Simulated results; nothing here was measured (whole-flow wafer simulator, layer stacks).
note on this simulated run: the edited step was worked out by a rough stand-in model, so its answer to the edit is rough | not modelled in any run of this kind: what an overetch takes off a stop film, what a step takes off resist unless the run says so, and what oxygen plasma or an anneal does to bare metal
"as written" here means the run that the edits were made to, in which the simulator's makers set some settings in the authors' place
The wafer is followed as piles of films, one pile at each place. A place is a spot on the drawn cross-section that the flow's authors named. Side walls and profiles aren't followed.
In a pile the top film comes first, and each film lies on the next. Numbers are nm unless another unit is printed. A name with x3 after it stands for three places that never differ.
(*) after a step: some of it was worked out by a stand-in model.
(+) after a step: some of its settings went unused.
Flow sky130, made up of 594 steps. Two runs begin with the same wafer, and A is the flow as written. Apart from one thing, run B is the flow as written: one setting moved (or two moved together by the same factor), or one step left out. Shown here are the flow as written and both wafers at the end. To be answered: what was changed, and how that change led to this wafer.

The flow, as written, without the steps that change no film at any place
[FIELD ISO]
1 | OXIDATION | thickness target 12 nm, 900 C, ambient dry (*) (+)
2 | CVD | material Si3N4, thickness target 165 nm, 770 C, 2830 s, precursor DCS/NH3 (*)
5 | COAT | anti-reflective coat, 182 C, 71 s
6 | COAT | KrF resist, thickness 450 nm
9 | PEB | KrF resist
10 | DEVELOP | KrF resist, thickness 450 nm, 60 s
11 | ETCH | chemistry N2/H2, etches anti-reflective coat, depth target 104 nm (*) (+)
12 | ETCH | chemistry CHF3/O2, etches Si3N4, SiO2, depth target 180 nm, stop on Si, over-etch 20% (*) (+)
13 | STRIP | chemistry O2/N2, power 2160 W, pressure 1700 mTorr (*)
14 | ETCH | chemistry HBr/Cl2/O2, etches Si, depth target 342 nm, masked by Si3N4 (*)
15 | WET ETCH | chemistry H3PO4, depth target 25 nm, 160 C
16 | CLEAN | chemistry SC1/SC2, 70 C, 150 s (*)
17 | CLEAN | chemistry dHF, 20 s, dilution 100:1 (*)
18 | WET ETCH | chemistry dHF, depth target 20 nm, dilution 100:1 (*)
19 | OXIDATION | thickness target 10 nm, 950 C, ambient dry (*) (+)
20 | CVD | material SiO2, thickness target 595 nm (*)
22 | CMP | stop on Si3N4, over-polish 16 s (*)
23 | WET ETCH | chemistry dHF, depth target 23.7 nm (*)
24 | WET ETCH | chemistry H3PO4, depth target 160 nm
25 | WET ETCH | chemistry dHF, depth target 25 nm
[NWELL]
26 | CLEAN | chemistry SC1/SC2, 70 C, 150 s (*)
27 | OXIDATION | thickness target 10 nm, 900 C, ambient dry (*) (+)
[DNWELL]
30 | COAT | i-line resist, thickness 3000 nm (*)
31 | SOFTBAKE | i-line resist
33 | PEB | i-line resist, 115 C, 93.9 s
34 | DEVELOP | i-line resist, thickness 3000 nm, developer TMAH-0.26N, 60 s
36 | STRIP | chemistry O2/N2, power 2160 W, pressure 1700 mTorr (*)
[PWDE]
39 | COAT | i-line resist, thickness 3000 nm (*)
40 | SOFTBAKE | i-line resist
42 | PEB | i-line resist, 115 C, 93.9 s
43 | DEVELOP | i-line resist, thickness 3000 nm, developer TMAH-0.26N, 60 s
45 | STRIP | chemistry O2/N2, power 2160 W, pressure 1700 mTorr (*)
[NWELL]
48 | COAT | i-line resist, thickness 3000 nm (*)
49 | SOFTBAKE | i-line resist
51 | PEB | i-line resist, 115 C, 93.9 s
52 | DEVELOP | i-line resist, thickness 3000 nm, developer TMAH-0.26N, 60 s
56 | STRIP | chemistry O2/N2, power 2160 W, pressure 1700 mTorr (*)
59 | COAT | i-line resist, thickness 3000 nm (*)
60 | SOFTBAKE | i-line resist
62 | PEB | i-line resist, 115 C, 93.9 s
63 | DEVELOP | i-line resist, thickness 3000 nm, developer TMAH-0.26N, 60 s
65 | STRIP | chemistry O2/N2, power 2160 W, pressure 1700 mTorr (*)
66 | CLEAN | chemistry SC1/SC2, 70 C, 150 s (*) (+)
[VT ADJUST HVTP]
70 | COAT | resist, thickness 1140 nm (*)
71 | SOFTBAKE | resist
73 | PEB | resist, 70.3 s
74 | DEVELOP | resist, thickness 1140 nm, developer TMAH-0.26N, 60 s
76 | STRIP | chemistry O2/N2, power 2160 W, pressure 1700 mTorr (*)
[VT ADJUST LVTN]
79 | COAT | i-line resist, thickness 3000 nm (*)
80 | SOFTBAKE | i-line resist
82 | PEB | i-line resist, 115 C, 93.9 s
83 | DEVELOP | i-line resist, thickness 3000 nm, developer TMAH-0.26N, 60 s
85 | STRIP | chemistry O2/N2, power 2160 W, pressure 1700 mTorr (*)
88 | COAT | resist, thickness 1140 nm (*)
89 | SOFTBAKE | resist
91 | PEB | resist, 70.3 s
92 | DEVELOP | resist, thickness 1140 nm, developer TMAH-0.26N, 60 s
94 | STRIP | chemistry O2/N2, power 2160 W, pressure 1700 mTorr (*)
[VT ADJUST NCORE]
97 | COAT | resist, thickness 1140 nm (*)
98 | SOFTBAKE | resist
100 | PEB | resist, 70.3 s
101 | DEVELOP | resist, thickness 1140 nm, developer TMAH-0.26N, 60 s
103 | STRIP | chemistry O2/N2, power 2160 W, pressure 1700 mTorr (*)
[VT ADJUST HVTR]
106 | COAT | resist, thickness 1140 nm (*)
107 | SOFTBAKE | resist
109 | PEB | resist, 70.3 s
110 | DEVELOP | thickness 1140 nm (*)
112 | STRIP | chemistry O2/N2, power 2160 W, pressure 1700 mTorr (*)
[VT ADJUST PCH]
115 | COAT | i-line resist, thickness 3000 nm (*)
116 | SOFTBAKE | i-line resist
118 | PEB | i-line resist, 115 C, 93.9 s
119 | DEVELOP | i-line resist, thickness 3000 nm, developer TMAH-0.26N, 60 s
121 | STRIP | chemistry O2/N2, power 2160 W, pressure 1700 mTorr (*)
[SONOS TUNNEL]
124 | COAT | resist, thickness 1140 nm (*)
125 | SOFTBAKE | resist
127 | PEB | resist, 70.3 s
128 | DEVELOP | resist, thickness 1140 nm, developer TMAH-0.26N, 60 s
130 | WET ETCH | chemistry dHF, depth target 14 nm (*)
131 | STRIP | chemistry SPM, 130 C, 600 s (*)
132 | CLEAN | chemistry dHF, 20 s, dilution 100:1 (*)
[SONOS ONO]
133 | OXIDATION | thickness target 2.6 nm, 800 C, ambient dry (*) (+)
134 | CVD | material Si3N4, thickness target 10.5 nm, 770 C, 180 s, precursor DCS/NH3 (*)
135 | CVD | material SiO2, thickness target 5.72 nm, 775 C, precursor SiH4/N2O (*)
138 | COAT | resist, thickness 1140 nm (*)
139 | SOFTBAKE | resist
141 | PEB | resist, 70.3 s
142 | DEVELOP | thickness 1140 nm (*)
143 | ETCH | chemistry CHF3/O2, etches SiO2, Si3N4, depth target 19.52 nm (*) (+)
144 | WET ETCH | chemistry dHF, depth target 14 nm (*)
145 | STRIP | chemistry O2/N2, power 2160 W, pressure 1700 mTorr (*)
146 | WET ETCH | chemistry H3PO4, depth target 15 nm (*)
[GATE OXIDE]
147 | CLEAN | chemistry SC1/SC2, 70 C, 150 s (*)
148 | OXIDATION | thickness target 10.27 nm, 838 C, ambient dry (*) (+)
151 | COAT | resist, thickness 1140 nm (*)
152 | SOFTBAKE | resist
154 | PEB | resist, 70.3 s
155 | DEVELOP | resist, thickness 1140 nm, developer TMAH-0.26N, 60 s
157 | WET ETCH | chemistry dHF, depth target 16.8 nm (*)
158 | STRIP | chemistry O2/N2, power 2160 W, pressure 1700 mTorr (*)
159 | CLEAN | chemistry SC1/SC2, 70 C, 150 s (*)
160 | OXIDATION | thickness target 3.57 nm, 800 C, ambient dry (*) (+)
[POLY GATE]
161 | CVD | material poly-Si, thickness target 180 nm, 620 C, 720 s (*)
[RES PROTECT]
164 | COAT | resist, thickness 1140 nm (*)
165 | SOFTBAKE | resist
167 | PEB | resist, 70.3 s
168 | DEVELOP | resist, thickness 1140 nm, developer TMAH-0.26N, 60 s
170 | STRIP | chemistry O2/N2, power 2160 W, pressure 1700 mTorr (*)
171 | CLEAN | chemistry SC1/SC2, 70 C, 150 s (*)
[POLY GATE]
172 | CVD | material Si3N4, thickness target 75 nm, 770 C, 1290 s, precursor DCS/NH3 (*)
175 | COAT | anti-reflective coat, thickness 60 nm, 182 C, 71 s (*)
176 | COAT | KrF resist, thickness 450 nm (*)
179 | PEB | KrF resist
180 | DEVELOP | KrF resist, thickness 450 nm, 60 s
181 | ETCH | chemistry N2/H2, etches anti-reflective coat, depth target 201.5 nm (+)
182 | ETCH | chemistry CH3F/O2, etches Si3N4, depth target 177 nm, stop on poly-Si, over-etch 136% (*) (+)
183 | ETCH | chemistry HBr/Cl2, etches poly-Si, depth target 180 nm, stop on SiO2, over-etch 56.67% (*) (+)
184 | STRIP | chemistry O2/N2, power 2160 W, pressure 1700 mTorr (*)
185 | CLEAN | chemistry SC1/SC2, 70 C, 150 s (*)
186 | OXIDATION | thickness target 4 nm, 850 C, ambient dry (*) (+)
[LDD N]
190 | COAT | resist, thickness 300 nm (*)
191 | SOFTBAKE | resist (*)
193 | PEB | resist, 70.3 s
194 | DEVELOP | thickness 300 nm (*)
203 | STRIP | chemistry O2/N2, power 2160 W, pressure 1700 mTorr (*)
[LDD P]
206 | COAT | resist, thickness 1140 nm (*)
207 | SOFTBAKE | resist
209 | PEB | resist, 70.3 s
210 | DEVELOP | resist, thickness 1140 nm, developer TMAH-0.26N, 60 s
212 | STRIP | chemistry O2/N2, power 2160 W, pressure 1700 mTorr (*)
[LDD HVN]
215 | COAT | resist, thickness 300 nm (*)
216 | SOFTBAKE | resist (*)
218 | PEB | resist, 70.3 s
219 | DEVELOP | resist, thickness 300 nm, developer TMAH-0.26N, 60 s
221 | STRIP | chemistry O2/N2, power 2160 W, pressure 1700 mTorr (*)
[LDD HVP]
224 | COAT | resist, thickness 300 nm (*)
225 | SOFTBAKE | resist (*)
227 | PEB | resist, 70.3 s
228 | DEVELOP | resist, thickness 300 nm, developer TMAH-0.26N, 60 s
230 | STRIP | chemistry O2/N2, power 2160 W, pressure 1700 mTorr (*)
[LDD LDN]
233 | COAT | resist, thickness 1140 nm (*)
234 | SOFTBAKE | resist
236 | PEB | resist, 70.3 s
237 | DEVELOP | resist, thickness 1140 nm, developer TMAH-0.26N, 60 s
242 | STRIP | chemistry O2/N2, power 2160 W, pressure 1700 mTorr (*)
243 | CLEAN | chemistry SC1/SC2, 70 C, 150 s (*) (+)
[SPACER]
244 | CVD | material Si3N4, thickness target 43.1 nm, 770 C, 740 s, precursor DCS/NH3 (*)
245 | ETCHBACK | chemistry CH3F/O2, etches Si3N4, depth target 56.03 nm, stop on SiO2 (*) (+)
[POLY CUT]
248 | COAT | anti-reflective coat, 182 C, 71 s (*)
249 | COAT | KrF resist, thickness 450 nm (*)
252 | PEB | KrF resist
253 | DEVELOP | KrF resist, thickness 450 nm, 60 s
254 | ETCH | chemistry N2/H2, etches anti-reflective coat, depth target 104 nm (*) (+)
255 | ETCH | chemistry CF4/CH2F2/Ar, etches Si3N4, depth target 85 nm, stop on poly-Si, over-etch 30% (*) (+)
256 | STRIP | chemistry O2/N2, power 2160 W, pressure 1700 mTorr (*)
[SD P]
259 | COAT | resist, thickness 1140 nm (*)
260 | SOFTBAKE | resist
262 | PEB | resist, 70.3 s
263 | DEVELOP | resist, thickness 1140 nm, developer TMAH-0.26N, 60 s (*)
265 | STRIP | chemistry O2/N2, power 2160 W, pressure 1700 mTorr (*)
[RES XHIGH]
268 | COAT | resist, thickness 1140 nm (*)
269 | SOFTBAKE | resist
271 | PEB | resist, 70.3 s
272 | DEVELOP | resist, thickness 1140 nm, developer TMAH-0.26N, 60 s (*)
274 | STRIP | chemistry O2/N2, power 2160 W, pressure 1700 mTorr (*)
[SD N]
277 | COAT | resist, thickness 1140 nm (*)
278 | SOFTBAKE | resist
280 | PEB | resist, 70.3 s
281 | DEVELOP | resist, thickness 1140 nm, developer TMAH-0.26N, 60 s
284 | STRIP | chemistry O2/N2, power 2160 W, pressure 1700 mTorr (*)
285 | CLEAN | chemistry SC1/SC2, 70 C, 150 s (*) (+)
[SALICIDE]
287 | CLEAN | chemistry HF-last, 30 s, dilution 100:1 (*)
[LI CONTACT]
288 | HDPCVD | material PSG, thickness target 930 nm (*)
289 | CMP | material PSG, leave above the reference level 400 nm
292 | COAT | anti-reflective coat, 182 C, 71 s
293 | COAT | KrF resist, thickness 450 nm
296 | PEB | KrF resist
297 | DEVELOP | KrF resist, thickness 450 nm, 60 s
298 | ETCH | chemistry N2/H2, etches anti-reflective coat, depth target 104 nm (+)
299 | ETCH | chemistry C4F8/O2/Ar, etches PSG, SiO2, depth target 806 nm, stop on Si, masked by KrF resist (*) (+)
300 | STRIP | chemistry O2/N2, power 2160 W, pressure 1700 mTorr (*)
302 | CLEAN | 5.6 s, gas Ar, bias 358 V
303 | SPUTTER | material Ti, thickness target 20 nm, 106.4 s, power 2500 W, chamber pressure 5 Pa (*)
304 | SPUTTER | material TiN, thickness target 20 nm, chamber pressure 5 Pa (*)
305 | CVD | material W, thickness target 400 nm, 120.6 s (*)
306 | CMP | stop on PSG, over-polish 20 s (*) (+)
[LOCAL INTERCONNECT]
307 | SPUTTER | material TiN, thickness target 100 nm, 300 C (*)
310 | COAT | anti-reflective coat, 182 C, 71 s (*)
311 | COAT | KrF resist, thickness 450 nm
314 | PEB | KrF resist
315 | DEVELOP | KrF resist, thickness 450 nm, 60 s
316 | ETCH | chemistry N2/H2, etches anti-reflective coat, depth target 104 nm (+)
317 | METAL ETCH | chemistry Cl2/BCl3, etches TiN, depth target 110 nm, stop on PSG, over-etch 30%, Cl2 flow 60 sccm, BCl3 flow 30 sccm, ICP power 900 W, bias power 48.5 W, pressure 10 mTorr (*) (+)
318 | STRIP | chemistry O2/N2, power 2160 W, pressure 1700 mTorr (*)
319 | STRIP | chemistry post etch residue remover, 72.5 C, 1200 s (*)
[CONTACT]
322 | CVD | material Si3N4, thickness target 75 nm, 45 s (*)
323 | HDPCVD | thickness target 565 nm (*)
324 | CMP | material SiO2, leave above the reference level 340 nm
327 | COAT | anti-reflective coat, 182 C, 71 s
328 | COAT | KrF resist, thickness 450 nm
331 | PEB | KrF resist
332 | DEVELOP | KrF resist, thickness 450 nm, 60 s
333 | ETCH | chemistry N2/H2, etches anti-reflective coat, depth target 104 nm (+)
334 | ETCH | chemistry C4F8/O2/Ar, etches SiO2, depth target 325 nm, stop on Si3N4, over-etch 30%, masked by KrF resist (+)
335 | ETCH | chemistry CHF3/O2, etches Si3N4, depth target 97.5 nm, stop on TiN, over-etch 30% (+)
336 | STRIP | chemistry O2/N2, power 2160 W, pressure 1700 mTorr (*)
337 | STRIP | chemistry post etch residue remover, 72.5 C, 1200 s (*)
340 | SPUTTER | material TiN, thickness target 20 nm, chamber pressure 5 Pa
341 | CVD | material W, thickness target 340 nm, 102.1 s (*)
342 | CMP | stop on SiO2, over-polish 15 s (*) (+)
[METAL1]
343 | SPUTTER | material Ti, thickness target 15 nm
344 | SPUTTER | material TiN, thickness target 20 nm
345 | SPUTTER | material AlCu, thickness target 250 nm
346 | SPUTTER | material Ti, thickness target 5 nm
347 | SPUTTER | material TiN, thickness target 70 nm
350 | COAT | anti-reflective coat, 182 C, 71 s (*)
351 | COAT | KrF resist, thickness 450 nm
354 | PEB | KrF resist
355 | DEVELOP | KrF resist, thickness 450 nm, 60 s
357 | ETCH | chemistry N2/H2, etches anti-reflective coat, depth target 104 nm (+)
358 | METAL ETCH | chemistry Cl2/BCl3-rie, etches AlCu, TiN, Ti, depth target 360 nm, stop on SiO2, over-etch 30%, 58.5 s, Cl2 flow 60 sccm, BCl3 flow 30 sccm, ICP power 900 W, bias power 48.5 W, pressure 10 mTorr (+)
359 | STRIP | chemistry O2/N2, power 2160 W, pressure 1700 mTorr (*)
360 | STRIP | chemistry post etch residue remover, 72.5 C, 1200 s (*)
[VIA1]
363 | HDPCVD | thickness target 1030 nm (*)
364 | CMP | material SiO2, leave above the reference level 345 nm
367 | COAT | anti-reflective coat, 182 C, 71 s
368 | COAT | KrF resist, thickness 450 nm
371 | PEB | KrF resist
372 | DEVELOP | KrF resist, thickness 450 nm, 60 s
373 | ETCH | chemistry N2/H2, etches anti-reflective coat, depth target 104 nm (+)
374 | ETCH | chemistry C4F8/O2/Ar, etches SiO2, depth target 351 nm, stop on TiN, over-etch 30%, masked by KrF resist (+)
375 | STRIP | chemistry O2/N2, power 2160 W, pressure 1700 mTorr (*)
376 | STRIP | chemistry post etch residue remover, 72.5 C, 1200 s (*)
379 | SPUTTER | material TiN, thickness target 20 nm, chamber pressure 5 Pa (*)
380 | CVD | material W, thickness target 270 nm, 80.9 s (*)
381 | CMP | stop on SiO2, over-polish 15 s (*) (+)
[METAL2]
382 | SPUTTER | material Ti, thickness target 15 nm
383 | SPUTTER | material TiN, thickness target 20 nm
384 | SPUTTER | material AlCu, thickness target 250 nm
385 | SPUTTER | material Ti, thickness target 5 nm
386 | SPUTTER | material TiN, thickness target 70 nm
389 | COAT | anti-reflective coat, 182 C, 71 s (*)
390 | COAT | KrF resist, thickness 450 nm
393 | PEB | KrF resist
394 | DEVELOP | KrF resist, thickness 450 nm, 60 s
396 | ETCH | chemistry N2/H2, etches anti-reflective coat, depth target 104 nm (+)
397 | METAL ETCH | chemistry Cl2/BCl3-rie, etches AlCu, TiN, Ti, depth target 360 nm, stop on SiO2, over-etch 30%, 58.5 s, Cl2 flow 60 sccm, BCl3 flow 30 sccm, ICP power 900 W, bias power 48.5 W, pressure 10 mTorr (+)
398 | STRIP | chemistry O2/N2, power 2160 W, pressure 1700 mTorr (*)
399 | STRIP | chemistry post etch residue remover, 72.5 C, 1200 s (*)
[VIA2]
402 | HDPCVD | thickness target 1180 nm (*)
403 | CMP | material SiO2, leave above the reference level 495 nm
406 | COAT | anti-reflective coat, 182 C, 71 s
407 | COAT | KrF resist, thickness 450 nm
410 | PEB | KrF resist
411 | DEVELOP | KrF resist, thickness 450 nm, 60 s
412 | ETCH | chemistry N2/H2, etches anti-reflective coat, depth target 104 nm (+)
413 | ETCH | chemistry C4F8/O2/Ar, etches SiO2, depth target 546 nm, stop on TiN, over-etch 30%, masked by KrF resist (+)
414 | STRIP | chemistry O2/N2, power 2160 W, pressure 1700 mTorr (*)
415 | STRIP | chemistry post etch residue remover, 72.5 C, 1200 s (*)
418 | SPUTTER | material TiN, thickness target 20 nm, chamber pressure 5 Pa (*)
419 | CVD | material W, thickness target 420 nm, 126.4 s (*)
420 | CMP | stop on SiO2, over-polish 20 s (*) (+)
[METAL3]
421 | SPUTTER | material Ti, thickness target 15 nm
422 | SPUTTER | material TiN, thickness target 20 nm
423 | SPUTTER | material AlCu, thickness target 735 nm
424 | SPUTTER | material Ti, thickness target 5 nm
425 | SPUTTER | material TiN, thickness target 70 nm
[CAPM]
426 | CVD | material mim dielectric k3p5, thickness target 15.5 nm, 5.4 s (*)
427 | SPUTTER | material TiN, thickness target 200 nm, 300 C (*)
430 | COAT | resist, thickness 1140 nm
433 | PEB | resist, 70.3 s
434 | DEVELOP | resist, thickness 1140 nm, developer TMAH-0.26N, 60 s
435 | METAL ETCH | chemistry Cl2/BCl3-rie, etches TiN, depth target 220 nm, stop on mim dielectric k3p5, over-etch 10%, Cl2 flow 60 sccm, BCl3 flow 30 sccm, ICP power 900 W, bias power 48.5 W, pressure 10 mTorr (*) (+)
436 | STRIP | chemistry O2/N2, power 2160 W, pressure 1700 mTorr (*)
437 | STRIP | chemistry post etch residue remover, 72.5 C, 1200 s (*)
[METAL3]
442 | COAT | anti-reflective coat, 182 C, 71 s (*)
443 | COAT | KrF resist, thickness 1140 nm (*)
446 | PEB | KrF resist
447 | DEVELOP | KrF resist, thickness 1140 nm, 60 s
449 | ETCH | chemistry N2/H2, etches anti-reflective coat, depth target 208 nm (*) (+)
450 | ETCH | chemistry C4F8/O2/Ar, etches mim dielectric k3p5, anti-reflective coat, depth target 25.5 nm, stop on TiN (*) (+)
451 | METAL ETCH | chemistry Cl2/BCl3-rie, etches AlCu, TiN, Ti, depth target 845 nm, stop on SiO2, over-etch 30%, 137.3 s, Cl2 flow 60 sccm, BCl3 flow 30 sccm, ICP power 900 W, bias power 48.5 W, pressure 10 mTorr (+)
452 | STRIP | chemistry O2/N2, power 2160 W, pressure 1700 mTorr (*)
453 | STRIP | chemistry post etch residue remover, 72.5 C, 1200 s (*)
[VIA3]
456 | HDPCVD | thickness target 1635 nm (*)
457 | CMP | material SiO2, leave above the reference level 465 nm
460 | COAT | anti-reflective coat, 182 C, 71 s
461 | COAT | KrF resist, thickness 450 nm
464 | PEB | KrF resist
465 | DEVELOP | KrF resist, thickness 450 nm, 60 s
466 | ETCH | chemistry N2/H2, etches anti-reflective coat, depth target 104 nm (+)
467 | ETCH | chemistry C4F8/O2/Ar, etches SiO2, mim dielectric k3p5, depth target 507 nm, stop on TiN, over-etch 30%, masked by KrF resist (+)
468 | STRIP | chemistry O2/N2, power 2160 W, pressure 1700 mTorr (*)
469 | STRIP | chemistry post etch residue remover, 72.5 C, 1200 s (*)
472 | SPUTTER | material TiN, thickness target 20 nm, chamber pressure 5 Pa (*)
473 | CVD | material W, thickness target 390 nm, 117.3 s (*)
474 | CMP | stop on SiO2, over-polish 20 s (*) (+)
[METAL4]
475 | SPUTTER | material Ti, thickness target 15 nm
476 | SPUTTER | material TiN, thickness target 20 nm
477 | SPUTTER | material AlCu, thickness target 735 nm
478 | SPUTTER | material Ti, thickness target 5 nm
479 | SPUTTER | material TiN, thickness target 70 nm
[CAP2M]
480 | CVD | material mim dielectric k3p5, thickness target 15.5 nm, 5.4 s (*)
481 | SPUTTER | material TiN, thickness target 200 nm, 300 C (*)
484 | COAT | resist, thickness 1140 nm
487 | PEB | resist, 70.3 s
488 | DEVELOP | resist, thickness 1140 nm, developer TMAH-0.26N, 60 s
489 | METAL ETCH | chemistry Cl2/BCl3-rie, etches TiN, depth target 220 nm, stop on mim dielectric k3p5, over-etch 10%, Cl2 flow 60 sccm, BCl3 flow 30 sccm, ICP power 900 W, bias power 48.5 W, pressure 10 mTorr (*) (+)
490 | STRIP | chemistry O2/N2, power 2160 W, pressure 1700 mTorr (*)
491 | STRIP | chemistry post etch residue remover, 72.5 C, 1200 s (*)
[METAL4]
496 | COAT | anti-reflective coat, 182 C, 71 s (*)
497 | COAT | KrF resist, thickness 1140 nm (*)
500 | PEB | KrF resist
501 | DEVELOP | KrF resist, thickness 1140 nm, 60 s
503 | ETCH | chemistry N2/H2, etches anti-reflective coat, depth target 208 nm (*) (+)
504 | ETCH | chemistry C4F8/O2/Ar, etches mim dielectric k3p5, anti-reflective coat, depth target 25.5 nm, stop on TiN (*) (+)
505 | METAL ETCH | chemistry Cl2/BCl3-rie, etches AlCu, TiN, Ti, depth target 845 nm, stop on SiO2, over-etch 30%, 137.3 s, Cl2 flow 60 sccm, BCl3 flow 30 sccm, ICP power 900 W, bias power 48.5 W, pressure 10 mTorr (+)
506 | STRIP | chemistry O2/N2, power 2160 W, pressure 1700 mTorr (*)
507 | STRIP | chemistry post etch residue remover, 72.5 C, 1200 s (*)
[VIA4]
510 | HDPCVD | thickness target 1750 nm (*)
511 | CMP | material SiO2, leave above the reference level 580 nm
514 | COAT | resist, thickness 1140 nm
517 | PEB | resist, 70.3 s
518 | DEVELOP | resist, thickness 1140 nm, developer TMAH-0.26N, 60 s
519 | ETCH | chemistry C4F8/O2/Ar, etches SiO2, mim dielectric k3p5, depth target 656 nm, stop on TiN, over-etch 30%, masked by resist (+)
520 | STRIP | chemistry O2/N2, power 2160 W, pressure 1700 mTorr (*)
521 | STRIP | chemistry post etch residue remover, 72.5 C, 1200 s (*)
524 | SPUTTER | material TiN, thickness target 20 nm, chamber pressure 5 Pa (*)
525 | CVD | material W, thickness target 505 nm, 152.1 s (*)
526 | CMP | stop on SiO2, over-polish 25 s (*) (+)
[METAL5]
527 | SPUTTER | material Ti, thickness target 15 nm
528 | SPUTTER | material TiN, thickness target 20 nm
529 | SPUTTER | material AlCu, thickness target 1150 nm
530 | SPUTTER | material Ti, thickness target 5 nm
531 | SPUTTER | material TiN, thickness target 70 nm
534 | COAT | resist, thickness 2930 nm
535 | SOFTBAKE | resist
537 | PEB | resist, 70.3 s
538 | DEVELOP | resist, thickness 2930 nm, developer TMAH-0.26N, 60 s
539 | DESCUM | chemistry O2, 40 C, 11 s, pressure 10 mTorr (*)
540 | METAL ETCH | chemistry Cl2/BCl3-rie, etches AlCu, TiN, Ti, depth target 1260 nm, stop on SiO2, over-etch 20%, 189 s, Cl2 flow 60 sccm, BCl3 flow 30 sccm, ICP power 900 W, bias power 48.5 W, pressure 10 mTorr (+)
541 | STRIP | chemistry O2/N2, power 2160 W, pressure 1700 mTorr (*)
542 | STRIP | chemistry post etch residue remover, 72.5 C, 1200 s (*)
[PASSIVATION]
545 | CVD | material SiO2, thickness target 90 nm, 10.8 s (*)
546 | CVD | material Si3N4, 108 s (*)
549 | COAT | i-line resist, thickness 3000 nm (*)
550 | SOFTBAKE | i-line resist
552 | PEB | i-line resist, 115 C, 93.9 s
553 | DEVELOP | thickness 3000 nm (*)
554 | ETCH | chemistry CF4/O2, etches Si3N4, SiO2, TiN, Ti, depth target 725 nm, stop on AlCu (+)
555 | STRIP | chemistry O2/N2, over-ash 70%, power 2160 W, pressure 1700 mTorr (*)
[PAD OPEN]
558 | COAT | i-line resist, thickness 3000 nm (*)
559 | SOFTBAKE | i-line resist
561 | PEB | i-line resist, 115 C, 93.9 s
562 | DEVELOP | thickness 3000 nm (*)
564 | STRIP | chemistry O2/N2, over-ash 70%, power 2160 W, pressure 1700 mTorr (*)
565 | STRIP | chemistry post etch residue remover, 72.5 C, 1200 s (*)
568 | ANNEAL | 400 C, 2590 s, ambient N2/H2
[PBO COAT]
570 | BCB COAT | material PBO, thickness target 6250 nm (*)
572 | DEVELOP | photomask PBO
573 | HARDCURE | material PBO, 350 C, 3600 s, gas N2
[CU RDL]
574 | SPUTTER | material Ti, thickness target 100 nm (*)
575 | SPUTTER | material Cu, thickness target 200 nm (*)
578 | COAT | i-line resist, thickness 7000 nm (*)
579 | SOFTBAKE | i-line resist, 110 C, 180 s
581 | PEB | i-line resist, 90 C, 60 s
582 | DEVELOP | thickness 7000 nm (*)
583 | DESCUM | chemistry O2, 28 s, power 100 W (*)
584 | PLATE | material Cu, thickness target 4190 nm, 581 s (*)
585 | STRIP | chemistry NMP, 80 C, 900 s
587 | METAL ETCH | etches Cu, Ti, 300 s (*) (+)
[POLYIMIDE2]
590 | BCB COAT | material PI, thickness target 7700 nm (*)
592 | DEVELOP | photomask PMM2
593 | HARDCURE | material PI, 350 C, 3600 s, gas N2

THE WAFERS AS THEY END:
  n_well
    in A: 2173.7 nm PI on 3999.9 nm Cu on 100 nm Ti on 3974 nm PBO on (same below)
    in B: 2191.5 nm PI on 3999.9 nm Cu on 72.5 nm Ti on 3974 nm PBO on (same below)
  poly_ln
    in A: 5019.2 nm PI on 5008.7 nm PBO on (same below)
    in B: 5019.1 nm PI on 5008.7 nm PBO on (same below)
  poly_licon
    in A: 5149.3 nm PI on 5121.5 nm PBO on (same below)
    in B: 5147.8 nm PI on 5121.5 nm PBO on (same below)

What caused this: step 574, SPUTTER: thickness target 72.5 nm was run, though the flow has thickness target 100 nm.
One can read it off the wafer: n_well has Ti 72.5, and step 574 as written asks for 100 nm.

The path from the change to this, step by step:
  574 | SPUTTER | material Ti, thickness target 100 nm (*)
      field, active, n_well and 190 more: A +100 Ti (new film) | B +72.5 Ti (new film)
  587 | METAL ETCH | etches Cu, Ti, 300 s (*) (+)
      field, active, gate and 167 more: A -200 Cu (all of it), -100 Ti (all of it) | B -200 Cu (all of it), -72.5 Ti (all of it)
  590 | BCB COAT | material PI, thickness target 7700 nm (*)
      de16_gate_nw: A +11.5 um PI (new film) | B +11.48 um PI (new film)
